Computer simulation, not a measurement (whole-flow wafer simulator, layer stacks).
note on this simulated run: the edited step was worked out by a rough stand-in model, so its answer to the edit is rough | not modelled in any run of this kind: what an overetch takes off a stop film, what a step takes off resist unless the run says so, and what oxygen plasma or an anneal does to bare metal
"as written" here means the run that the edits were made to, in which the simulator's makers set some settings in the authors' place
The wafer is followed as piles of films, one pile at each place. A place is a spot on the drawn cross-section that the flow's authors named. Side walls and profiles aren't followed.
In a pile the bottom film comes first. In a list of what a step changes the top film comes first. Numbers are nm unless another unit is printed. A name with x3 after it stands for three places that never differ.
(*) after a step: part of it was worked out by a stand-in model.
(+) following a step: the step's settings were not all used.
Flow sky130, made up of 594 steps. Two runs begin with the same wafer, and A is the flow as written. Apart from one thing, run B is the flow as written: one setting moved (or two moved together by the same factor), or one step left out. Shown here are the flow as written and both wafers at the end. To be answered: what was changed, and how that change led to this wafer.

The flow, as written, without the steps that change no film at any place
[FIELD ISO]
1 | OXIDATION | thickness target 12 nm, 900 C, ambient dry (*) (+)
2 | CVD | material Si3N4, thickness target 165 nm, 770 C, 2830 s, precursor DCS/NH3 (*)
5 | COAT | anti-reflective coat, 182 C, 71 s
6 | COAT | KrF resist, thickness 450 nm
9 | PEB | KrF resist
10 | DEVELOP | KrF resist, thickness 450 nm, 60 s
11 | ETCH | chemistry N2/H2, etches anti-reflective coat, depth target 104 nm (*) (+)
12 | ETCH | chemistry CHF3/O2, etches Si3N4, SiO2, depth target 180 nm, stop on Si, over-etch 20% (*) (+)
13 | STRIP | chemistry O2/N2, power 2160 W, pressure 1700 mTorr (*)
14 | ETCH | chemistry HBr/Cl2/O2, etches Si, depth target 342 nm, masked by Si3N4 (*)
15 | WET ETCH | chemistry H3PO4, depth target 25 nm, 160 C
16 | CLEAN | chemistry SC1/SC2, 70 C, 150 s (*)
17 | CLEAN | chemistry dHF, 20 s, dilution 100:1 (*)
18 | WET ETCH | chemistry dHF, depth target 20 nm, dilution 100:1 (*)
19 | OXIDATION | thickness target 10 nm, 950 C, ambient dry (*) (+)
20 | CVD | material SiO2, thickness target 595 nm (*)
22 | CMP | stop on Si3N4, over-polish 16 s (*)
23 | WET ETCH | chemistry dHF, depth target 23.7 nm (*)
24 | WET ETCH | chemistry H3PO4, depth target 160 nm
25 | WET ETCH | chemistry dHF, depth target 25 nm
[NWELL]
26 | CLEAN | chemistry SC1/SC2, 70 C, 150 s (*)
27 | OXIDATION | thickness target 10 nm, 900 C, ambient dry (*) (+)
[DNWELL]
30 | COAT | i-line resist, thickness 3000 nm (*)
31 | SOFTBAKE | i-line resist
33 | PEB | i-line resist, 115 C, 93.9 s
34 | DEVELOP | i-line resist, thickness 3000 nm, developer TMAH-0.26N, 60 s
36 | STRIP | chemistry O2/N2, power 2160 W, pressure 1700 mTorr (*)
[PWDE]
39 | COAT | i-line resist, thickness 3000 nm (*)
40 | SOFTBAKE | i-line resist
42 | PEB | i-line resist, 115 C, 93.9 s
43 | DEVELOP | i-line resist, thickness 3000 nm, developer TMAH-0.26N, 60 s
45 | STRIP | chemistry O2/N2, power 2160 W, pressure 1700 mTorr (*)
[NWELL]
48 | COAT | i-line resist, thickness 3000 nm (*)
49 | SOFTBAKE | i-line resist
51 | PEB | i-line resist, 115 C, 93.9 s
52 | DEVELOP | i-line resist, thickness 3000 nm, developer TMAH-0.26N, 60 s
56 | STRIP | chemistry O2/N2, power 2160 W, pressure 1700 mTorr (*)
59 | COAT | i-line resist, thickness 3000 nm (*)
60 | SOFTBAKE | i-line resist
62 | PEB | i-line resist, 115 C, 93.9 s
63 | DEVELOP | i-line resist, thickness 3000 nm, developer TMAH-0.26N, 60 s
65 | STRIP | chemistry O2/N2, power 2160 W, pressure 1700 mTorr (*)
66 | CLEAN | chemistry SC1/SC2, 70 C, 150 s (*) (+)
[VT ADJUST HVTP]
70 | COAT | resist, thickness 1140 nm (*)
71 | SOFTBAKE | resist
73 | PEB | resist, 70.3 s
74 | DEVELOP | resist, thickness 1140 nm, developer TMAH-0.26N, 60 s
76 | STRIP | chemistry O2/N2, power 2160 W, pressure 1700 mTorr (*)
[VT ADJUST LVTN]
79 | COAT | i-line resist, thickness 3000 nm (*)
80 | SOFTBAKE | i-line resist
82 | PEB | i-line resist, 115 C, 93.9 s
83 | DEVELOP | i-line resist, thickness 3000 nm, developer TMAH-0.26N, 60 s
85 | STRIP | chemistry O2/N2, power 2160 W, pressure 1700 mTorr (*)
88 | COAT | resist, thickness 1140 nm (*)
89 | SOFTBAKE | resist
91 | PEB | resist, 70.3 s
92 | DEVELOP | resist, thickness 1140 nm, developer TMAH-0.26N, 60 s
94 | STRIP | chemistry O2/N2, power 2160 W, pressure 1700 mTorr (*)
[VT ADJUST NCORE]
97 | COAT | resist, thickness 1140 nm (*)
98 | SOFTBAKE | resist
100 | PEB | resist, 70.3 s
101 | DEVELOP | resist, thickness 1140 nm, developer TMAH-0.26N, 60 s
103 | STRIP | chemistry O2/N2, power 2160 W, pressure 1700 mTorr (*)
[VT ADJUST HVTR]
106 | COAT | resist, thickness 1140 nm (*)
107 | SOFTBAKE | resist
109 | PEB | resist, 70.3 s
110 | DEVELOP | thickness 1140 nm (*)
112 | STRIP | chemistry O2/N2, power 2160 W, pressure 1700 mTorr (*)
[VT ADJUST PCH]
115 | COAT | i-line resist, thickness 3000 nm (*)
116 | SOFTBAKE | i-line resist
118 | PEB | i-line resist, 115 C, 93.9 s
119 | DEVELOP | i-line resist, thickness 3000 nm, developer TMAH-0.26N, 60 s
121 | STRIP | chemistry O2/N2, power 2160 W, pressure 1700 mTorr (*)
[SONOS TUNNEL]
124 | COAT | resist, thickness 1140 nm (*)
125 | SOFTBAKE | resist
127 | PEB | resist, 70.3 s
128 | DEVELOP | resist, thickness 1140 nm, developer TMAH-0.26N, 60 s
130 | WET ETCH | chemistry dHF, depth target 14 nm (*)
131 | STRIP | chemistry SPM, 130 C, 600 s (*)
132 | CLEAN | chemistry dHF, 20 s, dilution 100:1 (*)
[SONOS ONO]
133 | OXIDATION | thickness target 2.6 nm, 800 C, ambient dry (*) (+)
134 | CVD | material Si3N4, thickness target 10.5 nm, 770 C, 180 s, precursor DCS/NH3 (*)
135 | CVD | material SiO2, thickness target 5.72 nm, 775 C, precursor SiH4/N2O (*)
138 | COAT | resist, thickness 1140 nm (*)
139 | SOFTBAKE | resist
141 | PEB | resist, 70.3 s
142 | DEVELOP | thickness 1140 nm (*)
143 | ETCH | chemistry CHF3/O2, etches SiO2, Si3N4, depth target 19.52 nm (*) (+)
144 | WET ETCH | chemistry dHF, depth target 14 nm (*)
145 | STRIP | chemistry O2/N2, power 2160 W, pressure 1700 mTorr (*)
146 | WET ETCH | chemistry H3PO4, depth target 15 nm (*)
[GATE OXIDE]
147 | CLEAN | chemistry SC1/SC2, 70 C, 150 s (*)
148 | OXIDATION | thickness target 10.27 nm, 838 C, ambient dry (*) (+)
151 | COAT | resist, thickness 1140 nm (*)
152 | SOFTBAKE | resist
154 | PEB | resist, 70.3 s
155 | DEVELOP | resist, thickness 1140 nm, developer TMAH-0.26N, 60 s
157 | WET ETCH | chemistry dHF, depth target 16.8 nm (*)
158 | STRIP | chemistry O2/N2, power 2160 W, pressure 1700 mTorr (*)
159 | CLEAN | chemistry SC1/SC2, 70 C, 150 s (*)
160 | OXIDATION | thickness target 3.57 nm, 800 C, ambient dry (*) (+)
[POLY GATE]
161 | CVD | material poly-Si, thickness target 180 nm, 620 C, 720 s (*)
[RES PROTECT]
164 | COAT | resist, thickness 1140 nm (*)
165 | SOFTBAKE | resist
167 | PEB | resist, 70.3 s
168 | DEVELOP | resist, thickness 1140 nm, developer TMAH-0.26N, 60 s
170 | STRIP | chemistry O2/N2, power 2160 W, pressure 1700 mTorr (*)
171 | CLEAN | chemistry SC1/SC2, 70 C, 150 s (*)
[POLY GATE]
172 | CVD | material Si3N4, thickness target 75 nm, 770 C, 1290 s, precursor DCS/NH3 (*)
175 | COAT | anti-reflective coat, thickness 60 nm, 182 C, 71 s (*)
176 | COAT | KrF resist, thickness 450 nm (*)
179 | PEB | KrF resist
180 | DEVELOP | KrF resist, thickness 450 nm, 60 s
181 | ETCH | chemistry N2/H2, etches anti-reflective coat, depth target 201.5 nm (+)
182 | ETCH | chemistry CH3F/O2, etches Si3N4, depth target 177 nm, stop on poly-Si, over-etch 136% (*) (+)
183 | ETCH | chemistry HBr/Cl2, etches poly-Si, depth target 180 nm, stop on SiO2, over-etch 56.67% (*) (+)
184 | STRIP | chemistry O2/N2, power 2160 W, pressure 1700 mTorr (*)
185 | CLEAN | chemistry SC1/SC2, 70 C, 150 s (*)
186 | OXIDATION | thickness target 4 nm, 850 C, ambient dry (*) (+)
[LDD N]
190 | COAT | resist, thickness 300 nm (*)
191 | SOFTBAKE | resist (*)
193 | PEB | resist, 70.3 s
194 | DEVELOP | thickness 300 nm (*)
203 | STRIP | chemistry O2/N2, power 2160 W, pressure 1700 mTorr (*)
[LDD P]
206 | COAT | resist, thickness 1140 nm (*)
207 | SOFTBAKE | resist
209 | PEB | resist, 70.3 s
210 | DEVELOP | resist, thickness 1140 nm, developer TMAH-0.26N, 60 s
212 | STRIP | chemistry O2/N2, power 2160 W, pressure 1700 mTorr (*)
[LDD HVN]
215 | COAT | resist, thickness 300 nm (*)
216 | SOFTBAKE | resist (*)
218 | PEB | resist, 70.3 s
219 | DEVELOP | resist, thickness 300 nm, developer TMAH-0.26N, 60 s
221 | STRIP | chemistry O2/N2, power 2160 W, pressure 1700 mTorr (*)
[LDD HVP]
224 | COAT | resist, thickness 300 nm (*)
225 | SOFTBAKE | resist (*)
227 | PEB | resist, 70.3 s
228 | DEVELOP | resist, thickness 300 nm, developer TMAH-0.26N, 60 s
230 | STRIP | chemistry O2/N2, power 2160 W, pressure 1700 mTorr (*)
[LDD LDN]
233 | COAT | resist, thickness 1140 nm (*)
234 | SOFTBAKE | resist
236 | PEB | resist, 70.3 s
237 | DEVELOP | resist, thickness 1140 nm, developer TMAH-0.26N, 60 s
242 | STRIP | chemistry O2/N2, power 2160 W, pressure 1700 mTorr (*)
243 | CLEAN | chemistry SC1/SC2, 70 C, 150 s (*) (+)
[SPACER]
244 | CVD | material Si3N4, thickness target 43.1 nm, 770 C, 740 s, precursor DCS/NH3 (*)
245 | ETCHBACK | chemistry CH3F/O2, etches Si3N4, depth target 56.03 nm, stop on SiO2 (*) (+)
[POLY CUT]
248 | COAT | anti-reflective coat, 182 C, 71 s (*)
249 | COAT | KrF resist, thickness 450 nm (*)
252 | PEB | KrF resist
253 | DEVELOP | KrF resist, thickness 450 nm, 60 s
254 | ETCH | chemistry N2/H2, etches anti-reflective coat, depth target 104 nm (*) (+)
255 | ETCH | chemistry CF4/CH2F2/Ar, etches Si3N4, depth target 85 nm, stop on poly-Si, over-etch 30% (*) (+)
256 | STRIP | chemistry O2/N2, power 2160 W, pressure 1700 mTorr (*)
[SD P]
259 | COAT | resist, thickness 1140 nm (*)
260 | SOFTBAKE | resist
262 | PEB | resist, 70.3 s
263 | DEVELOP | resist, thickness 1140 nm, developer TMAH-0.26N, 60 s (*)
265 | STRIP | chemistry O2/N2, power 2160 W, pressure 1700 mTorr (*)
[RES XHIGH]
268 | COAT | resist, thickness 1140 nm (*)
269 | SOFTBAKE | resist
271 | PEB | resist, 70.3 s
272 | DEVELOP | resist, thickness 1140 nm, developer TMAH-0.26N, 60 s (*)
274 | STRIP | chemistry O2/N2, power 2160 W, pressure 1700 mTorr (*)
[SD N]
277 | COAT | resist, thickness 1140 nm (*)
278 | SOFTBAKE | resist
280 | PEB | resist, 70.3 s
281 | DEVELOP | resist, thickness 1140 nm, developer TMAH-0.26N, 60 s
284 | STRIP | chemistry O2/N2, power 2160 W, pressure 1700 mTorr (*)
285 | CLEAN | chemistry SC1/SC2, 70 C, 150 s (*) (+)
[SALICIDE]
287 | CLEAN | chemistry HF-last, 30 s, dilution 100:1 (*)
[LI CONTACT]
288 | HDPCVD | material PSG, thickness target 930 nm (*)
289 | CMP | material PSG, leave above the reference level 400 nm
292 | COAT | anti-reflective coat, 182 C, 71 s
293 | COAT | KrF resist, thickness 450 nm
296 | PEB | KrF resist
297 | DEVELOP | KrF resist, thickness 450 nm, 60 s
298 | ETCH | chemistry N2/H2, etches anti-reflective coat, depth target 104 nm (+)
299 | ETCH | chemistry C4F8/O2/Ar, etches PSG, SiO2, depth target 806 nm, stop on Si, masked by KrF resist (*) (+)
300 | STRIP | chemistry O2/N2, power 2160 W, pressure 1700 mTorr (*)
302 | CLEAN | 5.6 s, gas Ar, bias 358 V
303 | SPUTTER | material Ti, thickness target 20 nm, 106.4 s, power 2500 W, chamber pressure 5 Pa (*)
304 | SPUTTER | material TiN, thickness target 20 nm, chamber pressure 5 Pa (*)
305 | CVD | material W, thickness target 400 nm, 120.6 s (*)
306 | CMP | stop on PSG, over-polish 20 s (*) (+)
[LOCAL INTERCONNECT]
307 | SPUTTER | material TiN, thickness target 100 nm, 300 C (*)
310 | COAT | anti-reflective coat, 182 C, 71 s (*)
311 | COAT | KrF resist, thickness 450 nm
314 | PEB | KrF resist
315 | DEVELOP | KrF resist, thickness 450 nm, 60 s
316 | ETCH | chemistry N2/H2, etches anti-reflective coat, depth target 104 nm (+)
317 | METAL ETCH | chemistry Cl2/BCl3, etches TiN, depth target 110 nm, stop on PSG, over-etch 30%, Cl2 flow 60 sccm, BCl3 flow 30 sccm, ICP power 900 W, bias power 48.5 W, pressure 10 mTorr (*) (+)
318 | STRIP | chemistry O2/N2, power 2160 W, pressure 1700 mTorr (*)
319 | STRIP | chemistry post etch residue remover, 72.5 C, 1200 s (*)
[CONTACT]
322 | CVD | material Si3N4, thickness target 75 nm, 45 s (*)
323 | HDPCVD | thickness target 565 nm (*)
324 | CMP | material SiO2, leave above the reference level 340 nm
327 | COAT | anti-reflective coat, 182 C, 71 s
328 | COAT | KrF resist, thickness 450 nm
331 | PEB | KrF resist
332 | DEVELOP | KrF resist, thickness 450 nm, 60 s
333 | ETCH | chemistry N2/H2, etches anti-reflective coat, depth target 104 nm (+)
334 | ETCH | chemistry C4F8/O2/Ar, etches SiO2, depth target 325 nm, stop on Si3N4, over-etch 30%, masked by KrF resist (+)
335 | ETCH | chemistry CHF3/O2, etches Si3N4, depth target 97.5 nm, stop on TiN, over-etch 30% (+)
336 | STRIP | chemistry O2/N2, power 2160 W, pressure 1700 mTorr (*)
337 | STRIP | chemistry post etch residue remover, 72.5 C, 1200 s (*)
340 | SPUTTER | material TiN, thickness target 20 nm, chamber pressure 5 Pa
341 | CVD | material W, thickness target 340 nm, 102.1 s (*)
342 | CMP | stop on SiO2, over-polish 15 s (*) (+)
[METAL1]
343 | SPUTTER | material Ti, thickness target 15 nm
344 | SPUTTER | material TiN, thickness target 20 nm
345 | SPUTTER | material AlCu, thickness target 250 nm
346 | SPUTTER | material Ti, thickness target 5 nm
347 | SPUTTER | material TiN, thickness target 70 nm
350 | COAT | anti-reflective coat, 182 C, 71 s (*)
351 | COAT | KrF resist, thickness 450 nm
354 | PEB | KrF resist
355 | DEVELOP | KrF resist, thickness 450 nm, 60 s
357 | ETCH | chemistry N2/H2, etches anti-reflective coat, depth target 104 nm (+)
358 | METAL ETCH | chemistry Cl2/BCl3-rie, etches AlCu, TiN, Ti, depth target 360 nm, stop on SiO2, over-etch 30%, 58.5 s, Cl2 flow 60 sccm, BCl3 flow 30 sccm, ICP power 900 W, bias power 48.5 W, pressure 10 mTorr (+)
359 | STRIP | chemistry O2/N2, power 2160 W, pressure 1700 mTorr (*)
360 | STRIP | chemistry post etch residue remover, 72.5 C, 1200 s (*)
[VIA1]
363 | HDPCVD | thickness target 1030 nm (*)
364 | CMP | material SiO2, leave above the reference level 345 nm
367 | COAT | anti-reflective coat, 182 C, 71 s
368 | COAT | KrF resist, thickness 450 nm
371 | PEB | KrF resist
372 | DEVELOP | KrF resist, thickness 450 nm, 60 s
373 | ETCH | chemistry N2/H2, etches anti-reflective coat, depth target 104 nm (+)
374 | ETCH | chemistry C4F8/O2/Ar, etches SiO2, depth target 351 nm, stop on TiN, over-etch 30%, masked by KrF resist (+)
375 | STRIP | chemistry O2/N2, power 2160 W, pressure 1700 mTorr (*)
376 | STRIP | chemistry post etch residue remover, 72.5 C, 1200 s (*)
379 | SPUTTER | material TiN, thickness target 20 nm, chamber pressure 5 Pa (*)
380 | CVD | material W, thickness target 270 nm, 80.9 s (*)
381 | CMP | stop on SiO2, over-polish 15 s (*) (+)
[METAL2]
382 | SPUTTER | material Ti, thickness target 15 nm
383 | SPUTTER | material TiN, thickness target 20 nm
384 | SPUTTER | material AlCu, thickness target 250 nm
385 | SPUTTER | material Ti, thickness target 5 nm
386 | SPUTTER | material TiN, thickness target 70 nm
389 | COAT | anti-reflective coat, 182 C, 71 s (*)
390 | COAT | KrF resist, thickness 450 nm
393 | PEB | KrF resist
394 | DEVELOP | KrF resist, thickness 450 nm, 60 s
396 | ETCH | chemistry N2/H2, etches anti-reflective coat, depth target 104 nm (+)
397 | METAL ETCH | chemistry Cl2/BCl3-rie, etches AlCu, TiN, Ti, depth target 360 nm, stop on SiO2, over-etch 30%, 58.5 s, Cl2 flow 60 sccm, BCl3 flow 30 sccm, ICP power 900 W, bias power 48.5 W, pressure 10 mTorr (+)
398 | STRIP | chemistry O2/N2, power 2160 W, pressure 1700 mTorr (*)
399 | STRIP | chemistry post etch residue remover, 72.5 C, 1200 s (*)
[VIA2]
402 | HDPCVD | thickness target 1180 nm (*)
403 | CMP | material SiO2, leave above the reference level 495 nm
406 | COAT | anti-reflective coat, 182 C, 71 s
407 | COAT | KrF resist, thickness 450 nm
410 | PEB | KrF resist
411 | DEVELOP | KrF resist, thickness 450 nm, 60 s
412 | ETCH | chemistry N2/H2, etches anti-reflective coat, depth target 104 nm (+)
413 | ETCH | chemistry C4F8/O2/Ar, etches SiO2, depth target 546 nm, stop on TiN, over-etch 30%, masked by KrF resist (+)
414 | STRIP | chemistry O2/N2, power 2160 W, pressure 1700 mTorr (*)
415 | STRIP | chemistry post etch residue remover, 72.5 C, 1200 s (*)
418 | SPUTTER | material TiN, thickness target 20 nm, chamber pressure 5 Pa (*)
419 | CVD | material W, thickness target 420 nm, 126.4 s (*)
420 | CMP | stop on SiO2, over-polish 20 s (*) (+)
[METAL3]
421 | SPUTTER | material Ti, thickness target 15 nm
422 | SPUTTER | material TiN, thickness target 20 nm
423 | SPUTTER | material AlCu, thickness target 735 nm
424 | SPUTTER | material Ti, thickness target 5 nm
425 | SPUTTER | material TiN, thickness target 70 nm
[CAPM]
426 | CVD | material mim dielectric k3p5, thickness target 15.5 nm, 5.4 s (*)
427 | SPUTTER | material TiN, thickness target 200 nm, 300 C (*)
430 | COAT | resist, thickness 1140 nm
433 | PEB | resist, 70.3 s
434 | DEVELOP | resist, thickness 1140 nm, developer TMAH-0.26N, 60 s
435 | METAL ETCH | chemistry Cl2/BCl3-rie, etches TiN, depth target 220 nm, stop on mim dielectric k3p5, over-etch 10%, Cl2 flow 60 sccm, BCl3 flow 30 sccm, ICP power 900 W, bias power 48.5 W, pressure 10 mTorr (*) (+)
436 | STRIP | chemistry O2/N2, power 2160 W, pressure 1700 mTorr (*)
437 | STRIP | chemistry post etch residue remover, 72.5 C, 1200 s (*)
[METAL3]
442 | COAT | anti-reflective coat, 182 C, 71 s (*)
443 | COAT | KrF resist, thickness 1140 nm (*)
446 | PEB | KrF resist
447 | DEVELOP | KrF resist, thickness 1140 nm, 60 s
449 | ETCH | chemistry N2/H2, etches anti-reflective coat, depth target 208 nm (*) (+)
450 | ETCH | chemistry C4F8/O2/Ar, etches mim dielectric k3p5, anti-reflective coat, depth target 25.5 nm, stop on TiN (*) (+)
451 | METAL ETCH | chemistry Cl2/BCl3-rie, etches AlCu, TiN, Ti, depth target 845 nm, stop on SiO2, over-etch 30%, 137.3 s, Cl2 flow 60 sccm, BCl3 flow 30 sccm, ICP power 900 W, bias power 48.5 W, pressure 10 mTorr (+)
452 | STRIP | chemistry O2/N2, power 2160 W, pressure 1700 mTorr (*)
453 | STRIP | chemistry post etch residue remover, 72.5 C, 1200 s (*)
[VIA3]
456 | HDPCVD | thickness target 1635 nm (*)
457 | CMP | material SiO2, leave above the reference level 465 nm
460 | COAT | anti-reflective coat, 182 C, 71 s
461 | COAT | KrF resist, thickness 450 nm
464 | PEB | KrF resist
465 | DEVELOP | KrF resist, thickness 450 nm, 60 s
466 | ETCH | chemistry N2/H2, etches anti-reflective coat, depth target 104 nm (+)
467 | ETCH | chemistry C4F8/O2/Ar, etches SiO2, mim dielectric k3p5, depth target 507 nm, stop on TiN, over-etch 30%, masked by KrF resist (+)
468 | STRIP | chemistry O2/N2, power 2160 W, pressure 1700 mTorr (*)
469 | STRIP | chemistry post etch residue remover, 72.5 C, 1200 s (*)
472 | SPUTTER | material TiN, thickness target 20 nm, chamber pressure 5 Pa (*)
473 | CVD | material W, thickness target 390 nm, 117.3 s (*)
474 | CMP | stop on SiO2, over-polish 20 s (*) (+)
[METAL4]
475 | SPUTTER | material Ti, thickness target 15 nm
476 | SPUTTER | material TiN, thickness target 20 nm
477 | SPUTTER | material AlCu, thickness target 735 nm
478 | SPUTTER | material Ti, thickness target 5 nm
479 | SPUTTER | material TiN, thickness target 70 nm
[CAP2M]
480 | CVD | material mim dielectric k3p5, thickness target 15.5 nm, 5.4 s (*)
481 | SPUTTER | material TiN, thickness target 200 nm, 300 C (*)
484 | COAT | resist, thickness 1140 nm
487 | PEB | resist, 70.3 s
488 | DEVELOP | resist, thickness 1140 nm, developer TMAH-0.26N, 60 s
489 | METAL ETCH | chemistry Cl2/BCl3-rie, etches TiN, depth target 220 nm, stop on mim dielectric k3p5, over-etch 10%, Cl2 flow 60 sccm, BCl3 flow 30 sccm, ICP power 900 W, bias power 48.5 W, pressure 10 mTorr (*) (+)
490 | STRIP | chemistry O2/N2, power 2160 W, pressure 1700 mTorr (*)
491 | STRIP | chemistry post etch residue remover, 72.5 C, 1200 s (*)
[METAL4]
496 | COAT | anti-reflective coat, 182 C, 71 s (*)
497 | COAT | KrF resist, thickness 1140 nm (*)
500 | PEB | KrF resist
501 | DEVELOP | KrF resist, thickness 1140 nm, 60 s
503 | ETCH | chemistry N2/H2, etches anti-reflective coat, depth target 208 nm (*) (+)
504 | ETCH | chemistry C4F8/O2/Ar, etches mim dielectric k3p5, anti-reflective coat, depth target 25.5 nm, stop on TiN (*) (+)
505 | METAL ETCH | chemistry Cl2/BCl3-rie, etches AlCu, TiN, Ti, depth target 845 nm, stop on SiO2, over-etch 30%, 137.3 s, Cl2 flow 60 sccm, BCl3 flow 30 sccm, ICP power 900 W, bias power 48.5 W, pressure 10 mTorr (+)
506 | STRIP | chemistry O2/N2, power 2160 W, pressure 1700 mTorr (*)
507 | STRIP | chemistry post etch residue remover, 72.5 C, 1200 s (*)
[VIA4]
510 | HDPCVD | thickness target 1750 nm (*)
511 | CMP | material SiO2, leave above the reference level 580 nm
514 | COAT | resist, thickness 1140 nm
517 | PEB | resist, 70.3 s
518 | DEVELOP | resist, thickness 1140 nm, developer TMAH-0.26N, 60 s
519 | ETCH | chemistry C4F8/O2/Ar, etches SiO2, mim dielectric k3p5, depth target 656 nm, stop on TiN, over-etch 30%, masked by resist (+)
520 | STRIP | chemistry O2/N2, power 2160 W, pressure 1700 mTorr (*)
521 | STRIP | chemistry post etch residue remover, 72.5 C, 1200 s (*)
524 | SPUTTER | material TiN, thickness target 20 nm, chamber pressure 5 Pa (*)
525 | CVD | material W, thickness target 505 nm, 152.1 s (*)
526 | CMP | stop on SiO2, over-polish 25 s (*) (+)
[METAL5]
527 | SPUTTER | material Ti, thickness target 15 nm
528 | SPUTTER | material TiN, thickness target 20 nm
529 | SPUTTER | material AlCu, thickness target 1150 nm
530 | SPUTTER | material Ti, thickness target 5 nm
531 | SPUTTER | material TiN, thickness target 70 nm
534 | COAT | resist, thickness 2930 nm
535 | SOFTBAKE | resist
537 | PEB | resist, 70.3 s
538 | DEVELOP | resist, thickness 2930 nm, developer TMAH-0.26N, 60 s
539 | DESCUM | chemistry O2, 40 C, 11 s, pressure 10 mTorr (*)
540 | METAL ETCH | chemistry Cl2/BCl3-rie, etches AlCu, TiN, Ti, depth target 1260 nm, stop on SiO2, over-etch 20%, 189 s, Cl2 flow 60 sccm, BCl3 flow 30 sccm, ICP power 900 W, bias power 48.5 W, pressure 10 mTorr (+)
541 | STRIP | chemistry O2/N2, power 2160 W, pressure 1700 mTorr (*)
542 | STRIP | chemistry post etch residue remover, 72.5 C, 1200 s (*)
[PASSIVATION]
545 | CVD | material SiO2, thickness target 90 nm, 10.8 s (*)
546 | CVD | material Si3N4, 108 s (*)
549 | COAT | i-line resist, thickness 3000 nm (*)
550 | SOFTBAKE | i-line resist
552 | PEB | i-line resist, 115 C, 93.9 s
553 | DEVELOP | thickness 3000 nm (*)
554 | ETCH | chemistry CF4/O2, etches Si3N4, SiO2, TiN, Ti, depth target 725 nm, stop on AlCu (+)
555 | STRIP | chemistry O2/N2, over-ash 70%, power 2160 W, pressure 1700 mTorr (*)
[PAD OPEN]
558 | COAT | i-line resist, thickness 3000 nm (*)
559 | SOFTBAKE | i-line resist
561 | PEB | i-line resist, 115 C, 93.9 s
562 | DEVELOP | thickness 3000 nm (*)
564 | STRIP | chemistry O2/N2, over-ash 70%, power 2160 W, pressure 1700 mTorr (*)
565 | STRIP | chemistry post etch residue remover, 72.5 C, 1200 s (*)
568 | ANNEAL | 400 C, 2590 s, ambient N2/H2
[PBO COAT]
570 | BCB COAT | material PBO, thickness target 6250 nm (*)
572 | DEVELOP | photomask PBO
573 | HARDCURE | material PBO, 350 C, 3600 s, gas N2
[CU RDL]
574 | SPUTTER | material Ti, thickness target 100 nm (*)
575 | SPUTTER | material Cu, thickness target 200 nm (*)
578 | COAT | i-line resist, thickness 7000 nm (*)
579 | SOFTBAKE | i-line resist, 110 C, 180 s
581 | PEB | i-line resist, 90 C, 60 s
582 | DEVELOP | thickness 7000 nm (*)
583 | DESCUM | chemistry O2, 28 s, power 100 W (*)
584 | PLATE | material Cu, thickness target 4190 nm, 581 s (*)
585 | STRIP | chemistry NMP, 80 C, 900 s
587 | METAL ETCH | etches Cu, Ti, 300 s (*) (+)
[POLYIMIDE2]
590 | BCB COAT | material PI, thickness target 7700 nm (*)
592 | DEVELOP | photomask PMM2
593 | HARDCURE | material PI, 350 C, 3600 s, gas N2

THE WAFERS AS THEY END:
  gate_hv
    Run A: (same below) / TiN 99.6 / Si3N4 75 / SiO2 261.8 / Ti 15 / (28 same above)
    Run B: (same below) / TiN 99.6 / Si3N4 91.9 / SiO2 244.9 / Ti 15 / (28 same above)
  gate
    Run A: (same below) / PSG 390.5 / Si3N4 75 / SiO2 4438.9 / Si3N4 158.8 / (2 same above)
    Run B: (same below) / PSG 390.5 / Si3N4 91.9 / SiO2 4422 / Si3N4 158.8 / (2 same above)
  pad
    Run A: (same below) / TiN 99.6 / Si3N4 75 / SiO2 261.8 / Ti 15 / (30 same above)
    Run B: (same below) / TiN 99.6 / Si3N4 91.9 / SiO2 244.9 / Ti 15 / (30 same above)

Cause: step 322, CVD: thickness target 91.9 nm was run, though the flow has thickness target 75 nm; step 322, CVD: 55.1 s was run, where the flow has 45 s.
One can read it off the wafer: gate_hv has Si3N4 91.9, and step 322 as written asks for 75 nm.

How this came from the change, step by step:
  322 | CVD | material Si3N4, thickness target 75 nm, 45 s (*)
      field, active, n_well and 188 more: A +75 Si3N4 (new film) | B +91.9 Si3N4 (new film)
  324 | CMP | material SiO2, leave above the reference level 340 nm
      n_well, p_well, gate_hv and 93 more: A -300 SiO2 | B -316.9 SiO2
      field, active, gate and 88 more: A -200.4 SiO2 | B -217.3 SiO2
      (also at 4 further places)
  334 | ETCH | chemistry C4F8/O2/Ar, etches SiO2, depth target 325 nm, stop on Si3N4, over-etch 30%, masked by KrF resist (+)
      poly_licon, ndiff_licon, ndiff_licon_cpp, rpo_hd_licon: A -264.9 SiO2 (all of it) | B -248 SiO2 (all of it)
  335 | ETCH | chemistry CHF3/O2, etches Si3N4, depth target 97.5 nm, stop on TiN, over-etch 30% (+)
      poly_licon, ndiff_licon, ndiff_licon_cpp, rpo_hd_licon: A -75 Si3N4 (all of it) | B -91.9 Si3N4 (all of it)
